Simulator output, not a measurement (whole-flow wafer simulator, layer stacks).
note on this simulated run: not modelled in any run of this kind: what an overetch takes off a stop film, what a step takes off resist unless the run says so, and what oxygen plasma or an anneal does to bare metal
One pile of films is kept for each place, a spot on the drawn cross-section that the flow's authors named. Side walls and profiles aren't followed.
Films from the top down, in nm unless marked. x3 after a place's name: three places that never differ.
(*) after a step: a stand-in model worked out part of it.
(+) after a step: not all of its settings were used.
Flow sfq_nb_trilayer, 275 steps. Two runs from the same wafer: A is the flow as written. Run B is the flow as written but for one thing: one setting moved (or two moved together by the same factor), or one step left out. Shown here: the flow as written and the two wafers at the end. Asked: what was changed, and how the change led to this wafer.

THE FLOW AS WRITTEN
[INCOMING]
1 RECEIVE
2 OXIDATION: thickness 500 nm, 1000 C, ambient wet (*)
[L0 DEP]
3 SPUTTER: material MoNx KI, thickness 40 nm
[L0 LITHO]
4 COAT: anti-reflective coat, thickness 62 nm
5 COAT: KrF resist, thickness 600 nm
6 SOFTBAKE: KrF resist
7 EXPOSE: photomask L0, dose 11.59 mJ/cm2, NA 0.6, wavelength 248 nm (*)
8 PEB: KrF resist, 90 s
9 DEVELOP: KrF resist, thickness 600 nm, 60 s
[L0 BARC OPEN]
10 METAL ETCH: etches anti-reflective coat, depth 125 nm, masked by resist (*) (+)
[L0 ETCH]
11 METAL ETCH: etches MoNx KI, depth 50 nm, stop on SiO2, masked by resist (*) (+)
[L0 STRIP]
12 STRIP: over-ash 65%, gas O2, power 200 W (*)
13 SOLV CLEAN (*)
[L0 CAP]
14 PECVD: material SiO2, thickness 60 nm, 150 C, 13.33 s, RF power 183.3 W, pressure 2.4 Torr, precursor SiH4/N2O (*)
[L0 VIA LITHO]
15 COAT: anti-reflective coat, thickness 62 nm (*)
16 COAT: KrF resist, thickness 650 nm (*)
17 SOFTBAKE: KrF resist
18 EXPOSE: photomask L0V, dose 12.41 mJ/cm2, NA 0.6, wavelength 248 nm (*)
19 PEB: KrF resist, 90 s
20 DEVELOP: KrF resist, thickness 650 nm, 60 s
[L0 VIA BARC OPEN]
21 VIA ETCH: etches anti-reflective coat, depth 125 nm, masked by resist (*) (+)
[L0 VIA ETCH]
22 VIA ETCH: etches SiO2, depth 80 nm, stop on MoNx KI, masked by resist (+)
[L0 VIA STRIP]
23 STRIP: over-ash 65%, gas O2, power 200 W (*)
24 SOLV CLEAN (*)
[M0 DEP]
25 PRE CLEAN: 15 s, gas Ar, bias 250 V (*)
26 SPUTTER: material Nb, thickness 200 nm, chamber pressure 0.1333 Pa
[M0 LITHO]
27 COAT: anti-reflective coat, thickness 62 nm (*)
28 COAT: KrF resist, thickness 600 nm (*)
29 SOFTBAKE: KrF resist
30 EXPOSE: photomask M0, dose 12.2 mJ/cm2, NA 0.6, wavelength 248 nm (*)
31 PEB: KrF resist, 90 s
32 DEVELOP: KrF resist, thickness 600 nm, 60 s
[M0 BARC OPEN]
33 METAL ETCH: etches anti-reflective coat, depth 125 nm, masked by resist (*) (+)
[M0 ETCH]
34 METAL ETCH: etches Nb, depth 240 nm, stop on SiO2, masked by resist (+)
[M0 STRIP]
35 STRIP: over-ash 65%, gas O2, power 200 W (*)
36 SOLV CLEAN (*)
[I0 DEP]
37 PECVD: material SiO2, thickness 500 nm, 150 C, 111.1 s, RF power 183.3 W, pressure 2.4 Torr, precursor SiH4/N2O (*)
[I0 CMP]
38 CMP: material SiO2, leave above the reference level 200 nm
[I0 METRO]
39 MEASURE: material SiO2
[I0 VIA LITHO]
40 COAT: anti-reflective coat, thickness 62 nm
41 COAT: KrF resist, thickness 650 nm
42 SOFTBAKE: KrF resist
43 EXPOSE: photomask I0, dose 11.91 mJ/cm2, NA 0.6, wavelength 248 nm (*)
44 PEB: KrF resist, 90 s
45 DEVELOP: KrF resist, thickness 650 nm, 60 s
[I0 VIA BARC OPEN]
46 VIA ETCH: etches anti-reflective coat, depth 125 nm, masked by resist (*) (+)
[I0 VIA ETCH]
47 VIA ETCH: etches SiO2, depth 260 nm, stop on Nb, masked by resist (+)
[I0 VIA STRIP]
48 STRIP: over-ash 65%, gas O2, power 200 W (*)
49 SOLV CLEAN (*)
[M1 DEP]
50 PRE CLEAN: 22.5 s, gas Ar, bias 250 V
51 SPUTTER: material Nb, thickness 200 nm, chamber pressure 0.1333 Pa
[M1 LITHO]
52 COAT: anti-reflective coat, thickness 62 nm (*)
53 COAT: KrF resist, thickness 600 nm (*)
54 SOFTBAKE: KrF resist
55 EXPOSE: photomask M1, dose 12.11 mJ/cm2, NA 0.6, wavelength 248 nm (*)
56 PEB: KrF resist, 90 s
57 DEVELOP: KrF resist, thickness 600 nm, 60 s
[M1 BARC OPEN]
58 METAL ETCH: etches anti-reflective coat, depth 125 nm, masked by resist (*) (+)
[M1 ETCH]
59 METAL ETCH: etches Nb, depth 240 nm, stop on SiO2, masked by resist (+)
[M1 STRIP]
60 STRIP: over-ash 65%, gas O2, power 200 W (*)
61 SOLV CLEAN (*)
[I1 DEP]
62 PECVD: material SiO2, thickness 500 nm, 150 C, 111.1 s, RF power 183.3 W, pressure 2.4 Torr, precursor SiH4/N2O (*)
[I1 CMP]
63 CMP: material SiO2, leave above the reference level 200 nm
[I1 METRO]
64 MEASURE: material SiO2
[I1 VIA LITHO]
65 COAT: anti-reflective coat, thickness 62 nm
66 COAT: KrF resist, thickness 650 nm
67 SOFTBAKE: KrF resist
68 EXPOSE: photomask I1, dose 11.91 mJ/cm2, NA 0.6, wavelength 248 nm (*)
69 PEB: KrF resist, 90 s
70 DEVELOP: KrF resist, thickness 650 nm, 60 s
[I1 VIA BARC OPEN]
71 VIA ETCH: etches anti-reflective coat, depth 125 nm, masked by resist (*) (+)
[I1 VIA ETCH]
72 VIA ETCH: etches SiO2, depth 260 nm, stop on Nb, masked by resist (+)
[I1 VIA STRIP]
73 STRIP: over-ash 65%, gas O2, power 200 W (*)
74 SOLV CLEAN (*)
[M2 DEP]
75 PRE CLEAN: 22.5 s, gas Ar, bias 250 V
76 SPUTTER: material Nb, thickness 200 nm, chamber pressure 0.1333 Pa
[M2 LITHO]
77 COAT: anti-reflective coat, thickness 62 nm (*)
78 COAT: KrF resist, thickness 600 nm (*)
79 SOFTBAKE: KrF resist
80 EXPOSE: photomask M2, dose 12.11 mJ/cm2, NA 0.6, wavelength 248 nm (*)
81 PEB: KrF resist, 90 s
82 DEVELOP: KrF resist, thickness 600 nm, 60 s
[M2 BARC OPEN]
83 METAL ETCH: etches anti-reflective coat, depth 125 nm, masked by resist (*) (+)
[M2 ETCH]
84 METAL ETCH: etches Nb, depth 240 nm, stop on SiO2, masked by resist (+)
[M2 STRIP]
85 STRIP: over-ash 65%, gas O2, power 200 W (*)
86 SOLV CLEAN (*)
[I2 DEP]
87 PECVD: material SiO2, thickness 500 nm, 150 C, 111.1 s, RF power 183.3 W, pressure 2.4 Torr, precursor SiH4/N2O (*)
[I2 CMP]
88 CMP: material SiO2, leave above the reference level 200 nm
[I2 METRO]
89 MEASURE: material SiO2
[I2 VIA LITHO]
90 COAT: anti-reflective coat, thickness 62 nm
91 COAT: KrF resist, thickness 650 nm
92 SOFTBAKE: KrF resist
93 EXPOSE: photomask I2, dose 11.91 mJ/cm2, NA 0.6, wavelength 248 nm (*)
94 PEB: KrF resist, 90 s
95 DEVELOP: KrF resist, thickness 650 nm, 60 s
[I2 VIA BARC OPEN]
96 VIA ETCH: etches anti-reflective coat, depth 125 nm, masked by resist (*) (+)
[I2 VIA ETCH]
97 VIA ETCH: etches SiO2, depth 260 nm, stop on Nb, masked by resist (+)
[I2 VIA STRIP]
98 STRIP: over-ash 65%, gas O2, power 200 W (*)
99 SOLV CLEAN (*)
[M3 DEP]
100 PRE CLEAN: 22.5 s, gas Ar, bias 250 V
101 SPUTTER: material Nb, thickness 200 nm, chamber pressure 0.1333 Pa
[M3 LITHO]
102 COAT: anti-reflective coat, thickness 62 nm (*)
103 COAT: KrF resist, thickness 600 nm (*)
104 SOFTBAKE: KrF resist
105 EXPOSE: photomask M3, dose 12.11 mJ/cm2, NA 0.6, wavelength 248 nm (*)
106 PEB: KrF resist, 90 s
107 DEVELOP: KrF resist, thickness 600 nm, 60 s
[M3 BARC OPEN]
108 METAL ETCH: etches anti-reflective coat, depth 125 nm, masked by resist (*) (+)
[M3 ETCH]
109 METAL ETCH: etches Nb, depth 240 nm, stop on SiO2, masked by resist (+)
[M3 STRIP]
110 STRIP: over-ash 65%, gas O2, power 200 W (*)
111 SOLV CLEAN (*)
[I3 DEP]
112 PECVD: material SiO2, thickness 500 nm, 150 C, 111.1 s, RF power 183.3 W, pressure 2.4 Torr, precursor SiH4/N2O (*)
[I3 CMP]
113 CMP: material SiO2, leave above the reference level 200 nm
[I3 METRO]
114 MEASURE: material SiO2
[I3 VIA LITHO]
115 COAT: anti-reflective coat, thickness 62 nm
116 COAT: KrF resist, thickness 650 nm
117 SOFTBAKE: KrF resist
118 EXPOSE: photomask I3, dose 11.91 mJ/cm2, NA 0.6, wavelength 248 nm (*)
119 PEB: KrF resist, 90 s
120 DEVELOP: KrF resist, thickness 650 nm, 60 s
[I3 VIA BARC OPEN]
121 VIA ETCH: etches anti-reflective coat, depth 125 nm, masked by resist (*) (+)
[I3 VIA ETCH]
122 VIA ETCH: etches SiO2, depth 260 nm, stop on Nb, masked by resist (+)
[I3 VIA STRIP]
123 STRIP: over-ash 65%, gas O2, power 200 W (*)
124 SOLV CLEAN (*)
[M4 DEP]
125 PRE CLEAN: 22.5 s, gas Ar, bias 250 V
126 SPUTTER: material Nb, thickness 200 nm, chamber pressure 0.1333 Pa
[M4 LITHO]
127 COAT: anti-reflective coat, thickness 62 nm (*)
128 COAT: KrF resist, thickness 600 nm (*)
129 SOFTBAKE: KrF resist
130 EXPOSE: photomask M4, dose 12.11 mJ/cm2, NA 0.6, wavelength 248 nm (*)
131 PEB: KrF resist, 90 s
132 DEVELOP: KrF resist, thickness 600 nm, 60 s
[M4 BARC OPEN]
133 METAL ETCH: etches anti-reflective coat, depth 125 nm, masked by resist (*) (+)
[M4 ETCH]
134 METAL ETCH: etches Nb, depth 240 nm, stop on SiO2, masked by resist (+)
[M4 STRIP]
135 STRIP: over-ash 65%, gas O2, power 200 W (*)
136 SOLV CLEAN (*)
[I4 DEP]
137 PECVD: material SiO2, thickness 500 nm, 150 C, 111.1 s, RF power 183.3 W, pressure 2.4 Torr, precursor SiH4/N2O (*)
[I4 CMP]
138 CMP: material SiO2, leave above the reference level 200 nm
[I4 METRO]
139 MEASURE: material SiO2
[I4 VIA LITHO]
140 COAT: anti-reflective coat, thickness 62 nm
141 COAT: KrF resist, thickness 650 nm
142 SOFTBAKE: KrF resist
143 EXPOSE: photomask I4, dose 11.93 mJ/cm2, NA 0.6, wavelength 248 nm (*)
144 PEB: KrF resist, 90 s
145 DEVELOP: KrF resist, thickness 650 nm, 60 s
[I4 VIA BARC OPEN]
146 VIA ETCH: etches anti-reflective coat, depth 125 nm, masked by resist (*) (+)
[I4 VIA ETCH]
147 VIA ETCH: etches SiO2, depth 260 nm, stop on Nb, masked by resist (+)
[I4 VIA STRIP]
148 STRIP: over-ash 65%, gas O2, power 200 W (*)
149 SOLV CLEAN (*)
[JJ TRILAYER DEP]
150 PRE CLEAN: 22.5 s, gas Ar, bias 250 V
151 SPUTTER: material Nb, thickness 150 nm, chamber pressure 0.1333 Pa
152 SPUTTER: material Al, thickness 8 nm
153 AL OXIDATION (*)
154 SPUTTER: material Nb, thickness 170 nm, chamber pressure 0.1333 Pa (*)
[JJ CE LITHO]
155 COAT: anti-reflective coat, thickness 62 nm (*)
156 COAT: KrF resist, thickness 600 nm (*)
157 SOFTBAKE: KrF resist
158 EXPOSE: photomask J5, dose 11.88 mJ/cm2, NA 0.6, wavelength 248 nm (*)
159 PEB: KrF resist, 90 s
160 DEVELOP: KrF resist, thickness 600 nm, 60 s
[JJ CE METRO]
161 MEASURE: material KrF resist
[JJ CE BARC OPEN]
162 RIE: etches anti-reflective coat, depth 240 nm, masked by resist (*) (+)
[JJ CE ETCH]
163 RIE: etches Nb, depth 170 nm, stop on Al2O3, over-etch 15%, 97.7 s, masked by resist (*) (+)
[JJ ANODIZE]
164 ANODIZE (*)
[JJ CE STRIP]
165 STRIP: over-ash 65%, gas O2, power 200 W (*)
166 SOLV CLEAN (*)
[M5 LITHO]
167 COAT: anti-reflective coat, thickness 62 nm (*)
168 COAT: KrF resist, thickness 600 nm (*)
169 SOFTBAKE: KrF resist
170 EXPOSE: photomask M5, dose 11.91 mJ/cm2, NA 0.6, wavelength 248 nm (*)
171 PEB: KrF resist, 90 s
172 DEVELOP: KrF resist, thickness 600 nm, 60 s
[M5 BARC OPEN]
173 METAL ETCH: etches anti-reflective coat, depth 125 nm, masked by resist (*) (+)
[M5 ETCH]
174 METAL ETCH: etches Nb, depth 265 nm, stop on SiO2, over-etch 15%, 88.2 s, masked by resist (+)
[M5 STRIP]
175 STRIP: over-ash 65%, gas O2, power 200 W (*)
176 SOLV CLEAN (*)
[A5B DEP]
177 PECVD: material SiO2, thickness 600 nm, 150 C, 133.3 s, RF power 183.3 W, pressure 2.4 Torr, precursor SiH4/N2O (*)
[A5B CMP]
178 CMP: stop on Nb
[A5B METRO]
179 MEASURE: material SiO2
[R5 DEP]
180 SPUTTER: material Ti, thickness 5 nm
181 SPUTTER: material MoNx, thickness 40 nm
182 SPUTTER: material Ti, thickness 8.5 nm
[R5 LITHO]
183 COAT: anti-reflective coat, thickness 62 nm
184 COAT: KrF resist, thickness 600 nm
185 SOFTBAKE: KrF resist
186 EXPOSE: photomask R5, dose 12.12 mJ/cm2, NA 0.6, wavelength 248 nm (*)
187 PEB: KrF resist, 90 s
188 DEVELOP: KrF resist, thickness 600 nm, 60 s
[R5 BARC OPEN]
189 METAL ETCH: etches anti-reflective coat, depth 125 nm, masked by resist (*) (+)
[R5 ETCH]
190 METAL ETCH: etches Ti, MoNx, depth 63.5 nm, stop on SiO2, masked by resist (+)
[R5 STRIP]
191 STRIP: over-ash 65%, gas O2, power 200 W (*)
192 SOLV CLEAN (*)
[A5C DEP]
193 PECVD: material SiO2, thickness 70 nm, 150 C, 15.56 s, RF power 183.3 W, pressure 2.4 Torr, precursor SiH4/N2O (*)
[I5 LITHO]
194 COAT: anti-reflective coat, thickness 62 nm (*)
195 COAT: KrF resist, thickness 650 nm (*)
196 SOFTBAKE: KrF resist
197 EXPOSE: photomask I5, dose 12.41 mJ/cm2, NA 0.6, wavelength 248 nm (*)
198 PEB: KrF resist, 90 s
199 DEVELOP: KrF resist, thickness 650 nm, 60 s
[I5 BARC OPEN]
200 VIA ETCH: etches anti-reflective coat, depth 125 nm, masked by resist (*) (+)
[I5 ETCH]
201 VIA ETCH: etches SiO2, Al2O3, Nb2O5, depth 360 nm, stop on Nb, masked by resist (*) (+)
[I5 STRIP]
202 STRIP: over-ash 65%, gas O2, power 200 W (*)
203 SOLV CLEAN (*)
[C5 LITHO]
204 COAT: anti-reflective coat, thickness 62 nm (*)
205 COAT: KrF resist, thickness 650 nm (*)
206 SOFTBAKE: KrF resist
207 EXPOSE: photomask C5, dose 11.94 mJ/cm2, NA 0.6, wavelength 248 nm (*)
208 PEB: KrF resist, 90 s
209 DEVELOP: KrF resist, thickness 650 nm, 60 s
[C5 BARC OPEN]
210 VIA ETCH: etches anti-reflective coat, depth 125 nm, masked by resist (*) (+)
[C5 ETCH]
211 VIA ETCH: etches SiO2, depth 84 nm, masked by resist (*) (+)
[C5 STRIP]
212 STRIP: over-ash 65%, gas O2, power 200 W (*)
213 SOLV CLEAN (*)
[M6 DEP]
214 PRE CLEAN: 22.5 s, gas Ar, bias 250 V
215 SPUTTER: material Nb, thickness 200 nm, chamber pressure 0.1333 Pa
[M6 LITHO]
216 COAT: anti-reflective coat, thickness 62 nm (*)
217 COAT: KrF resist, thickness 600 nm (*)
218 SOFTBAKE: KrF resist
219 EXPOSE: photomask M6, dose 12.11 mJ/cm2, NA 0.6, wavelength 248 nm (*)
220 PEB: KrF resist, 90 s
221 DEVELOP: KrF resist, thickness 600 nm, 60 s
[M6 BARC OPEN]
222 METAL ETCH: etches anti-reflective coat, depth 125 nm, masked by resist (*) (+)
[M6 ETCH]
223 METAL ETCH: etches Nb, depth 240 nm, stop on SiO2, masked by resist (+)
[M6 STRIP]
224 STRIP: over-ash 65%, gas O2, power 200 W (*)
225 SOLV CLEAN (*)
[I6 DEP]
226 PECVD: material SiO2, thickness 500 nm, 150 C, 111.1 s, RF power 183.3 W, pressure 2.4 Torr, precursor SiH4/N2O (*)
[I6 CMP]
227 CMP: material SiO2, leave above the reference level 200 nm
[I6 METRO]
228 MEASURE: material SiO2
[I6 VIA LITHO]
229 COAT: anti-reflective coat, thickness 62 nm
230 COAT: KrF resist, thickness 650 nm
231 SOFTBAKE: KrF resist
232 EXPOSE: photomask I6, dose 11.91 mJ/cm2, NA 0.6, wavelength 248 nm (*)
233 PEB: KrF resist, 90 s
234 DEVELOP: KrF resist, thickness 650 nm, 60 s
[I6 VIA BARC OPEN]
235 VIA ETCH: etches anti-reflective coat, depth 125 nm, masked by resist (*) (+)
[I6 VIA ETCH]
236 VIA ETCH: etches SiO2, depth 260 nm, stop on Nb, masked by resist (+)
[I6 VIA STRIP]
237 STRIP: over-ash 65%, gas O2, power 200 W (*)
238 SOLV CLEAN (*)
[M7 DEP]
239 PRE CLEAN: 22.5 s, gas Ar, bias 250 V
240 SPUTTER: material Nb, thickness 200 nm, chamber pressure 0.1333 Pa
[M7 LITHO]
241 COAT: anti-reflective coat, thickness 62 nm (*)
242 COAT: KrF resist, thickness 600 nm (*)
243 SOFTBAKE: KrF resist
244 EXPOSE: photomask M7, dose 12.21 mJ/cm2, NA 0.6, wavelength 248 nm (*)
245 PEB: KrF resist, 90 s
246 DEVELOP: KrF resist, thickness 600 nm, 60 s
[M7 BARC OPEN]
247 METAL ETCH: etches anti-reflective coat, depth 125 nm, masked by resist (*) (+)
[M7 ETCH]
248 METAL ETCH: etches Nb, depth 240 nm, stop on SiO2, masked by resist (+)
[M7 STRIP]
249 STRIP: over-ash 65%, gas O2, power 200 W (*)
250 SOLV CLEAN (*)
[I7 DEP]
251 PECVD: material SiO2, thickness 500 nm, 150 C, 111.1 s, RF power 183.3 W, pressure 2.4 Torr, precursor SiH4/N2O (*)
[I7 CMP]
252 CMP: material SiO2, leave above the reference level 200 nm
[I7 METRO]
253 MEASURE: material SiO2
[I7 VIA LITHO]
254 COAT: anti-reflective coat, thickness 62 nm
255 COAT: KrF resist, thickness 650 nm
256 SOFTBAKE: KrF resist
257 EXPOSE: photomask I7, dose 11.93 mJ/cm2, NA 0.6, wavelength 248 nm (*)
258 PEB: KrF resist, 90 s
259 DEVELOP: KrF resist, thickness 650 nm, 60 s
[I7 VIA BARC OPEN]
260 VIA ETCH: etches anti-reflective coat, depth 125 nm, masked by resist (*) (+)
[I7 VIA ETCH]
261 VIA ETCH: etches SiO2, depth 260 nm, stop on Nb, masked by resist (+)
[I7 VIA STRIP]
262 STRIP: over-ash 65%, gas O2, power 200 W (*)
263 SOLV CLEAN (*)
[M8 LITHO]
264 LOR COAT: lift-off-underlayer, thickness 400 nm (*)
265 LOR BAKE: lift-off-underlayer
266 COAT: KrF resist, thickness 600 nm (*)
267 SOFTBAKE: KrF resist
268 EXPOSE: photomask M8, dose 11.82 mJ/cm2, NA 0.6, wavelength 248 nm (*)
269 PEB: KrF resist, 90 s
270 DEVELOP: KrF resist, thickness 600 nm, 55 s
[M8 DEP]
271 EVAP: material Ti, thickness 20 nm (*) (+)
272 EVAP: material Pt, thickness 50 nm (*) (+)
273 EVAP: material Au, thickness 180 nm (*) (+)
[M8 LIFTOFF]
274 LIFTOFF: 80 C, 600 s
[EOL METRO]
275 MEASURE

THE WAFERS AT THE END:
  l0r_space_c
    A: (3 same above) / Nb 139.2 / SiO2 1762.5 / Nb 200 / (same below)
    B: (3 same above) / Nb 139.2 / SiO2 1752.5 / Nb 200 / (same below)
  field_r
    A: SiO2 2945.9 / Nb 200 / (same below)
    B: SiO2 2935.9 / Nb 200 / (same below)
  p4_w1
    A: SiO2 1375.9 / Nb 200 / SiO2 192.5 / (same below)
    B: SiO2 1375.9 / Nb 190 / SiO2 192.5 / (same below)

The cause: step 126, SPUTTER: thickness 190 nm was run, where the flow has thickness 200 nm.
It can be read off the wafer: p4_w1 has Nb 190, and step 126 as written asks for 200 nm.

How the change led to this, step by step:
  126 SPUTTER: material Nb, thickness 200 nm, chamber pressure 0.1333 Pa
      field_l, v_sur, via_wl and 102 more: A Nb +200 (new film) | B Nb +190 (new film)
      via_v: A Nb +165.5 | B Nb +157.2
  134 METAL ETCH: etches Nb, depth 240 nm, stop on SiO2, masked by resist (+)
      field_l, be, be_sur and 64 more: A Nb -200 (all of it) | B Nb -190 (all of it)
  138 CMP: material SiO2, leave above the reference level 200 nm
      field_l, be, be_sur and 55 more: A SiO2 -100 | B SiO2 -110
      lsp_r, l0_sur, l0v: A SiO2 -91.9 | B SiO2 -102.3
